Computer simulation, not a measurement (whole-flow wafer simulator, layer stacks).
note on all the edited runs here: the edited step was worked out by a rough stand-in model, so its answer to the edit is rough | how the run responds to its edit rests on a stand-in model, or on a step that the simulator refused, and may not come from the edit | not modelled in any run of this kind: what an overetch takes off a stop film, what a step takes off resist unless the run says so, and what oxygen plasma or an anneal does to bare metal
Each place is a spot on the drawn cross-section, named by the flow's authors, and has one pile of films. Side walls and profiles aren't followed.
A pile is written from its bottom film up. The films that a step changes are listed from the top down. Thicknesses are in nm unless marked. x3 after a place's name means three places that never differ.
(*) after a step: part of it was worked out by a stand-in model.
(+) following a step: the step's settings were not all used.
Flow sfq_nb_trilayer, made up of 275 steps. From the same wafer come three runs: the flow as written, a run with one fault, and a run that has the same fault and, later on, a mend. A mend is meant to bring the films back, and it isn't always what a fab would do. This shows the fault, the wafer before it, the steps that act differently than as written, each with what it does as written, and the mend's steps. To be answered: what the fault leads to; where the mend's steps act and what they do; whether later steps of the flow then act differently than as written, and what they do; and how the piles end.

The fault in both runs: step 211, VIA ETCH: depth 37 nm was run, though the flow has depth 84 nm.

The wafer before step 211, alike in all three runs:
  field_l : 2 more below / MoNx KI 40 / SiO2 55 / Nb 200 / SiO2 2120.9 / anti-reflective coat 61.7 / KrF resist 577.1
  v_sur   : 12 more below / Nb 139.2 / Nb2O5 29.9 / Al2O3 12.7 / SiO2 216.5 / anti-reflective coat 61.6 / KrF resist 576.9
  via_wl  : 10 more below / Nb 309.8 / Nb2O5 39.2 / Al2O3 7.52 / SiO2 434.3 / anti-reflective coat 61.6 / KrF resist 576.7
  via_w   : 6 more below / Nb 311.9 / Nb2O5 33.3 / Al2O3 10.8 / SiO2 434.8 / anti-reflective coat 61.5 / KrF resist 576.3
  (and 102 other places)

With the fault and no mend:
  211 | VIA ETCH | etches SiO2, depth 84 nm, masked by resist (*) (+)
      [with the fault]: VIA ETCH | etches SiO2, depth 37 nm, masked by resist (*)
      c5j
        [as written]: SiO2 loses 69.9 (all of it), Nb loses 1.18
        [with the fault]: SiO2 loses 37
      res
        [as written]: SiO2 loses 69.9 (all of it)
        [with the fault]: SiO2 loses 37
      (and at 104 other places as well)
  Steps later in the flow that act otherwise than as written (4 other steps are not shown; they differ only slightly, by no more than 2% or 0.5 nm, whichever is larger):
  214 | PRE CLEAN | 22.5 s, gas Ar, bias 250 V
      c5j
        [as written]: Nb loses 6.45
        [with the fault]: SiO2 loses 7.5
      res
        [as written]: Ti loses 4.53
        [with the fault]: SiO2 loses 7.5
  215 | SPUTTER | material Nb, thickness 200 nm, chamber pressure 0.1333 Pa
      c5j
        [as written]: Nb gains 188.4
        [with the fault]: Nb gains 196.8 (new film)
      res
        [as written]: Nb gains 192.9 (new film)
        [with the fault]: Nb gains 200 (new film)
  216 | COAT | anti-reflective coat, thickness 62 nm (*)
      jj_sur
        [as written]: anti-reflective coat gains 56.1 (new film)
        [with the fault]: anti-reflective coat gains 57.5 (new film)
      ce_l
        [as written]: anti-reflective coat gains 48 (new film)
        [with the fault]: anti-reflective coat gains 56.5 (new film)
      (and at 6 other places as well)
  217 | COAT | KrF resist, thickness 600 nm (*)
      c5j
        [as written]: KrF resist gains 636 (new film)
        [with the fault]: KrF resist gains 621.8 (new film)
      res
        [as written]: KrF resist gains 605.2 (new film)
        [with the fault]: KrF resist gains 589.6 (new film)
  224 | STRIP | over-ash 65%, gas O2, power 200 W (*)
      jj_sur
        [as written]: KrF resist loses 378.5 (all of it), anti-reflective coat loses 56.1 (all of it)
        [with the fault]: KrF resist loses 379.8 (all of it), anti-reflective coat loses 57.5 (all of it)
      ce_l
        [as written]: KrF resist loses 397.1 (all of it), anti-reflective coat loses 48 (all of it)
        [with the fault]: KrF resist loses 392 (all of it), anti-reflective coat loses 56.5 (all of it)
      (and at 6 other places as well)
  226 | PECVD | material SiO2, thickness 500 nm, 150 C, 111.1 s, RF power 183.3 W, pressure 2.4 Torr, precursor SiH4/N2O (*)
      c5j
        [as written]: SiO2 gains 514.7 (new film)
        [with the fault]: SiO2 gains 500 (new film)
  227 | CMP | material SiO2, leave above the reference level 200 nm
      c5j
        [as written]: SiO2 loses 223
        [with the fault]: SiO2 loses 249.7
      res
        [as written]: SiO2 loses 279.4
        [with the fault]: SiO2 loses 316.4
  At c5j, res, the piles at the end differ from the flow's by more than 2% or 0.5 nm, whichever is larger.
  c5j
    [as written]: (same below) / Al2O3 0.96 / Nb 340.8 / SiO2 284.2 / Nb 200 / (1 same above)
    [with the fault]: (same below) / Al2O3 0.96 / Nb 160 / SiO2 25.4 / Nb 196.8 / SiO2 242.8 / Nb 200 / (1 same above)
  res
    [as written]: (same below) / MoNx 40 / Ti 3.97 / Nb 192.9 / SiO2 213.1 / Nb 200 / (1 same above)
    [with the fault]: (same below) / MoNx 40 / Ti 8.5 / SiO2 25.4 / Nb 200 / SiO2 176.1 / Nb 200 / (1 same above)

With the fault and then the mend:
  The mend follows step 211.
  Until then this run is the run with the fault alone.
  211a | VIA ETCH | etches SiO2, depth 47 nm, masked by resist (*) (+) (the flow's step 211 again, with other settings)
      field_l, v_sur, via_wl and 101 more
        KrF resist loses 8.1
      c5j
        SiO2 loses 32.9 (all of it), Nb loses 1.18
      res
        SiO2 loses 32.9 (all of it)
  None of the later steps of the flow acts differently than as written at any place that is followed.
  The piles end the same as the flow's at every place that both follow.
